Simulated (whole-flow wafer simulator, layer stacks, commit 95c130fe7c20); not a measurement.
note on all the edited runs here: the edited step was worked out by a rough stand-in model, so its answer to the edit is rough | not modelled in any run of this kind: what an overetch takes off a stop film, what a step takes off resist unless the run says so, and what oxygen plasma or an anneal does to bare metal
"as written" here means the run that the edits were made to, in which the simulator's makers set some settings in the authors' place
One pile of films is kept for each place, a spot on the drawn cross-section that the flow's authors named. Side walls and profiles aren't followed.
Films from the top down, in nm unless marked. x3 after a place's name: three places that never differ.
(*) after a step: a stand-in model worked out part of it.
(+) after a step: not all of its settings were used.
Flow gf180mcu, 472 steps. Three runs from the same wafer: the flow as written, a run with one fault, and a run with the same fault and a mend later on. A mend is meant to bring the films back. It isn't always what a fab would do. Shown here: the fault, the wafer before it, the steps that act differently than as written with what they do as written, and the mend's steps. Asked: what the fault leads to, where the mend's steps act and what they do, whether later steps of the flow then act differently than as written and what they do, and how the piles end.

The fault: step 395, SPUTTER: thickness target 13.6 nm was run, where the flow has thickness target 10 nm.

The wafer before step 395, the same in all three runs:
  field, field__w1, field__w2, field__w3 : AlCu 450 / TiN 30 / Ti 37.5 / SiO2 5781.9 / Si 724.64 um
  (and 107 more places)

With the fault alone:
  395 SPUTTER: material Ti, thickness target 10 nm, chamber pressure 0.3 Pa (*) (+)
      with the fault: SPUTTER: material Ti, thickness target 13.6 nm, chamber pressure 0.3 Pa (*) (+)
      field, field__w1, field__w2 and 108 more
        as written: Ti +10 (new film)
        with the fault: Ti +13.6 (new film)
  Later steps of the flow that act differently than as written (2 more steps differ only slightly, by at most 2% or 0.5 nm, whichever is larger, and aren't shown):
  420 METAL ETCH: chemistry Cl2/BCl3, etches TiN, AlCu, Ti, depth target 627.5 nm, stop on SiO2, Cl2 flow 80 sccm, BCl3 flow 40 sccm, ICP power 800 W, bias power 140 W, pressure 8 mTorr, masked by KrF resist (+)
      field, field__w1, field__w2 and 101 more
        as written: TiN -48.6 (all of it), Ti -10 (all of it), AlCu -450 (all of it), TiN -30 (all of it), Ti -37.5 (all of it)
        with the fault: TiN -48.6 (all of it), Ti -13.6 (all of it), AlCu -450 (all of it), TiN -30 (all of it), Ti -37.5 (all of it)
  At the end the piles differ from the flow's by more than 2% or 0.5 nm, whichever is larger, at field__w4, field__w8, contact, m1, m1__w1, mim, mim_1p0, m1_nw.
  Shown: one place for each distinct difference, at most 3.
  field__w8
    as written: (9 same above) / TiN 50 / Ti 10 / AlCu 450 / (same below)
    with the fault: (9 same above) / TiN 50 / Ti 13.6 / AlCu 450 / (same below)
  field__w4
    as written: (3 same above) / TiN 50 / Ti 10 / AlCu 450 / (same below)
    with the fault: (3 same above) / TiN 50 / Ti 13.6 / AlCu 450 / (same below)
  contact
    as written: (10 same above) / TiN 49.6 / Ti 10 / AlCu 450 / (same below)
    with the fault: (10 same above) / TiN 49.6 / Ti 13.6 / AlCu 450 / (same below)

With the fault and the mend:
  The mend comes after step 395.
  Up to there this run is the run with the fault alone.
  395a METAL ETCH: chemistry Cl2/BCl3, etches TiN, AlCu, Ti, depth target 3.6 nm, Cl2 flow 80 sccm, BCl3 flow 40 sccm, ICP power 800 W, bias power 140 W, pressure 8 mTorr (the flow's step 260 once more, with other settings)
      field, field__w1, field__w2 and 108 more
        Ti -3.6
  No later step of the flow acts differently than as written at any place that is followed.
  At the end the piles are the same as the flow's at every place that both follow.
